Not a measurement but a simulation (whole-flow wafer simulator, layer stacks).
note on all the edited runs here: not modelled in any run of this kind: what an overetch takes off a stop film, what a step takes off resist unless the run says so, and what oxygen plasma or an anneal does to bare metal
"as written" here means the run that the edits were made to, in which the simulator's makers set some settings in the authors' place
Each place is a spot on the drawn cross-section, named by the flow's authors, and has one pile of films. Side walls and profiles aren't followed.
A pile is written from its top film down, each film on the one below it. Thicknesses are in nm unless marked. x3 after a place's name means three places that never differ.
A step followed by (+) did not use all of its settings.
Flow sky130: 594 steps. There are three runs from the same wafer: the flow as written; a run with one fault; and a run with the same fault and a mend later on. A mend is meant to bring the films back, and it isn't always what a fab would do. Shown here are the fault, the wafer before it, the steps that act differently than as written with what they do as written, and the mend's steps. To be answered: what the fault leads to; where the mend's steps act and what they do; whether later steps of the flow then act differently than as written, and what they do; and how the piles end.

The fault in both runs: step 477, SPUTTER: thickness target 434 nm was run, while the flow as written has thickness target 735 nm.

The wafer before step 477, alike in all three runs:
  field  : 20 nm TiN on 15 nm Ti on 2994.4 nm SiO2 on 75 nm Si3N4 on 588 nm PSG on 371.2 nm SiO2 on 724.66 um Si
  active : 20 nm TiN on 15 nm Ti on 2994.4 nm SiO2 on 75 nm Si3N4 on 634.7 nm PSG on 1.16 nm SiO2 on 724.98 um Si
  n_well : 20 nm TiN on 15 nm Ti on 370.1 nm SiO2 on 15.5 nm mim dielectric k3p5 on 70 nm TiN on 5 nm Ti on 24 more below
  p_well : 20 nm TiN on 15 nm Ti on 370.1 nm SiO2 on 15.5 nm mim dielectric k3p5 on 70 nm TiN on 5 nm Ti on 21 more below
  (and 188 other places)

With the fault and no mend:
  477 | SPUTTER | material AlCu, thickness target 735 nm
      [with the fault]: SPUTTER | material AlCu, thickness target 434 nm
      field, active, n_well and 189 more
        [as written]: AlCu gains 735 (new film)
        [with the fault]: AlCu gains 434 (new film)
  Later steps of the flow acting differently than as written (15 other steps are not shown; they differ only slightly, by no more than 2% or 0.5 nm, whichever is larger):
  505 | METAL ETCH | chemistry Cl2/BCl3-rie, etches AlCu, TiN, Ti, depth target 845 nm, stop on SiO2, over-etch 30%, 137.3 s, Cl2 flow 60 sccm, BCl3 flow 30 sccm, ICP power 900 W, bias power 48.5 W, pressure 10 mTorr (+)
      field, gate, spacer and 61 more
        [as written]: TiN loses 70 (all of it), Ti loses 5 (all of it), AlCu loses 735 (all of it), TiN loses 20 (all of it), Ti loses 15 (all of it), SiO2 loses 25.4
        [with the fault]: TiN loses 70 (all of it), Ti loses 5 (all of it), AlCu loses 434 (all of it), TiN loses 20 (all of it), Ti loses 15 (all of it), SiO2 loses 55.4
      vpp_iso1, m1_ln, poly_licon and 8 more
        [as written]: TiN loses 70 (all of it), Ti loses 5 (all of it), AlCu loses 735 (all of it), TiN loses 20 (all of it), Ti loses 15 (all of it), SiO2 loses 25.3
        [with the fault]: TiN loses 70 (all of it), Ti loses 5 (all of it), AlCu loses 434 (all of it), TiN loses 20 (all of it), Ti loses 15 (all of it), SiO2 loses 55.4
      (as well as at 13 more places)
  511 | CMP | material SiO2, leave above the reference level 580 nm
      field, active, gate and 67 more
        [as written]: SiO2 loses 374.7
        [with the fault]: SiO2 loses 645.6
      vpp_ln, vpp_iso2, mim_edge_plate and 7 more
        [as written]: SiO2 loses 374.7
        [with the fault]: SiO2 loses 645.5
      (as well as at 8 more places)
  By the end, the piles at field, active, n_well and 190 more depart from the flow's by more than 2% or 0.5 nm, whichever is larger.
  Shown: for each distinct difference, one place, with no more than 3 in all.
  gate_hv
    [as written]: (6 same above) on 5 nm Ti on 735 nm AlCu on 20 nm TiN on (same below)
    [with the fault]: (6 same above) on 5 nm Ti on 434 nm AlCu on 20 nm TiN on (same below)
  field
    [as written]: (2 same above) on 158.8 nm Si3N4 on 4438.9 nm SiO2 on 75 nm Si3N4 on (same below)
    [with the fault]: (2 same above) on 158.8 nm Si3N4 on 4137.9 nm SiO2 on 75 nm Si3N4 on (same below)
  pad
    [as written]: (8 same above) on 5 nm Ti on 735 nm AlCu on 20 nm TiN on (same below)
    [with the fault]: (8 same above) on 5 nm Ti on 434 nm AlCu on 20 nm TiN on (same below)

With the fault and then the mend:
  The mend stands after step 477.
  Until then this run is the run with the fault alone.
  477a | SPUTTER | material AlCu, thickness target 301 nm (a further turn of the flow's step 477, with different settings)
      field, active, n_well and 189 more
        AlCu gains 301
  Later steps of the flow that are run all act as written at every place that is followed.
  The piles end the same as the flow's at every place that both follow.
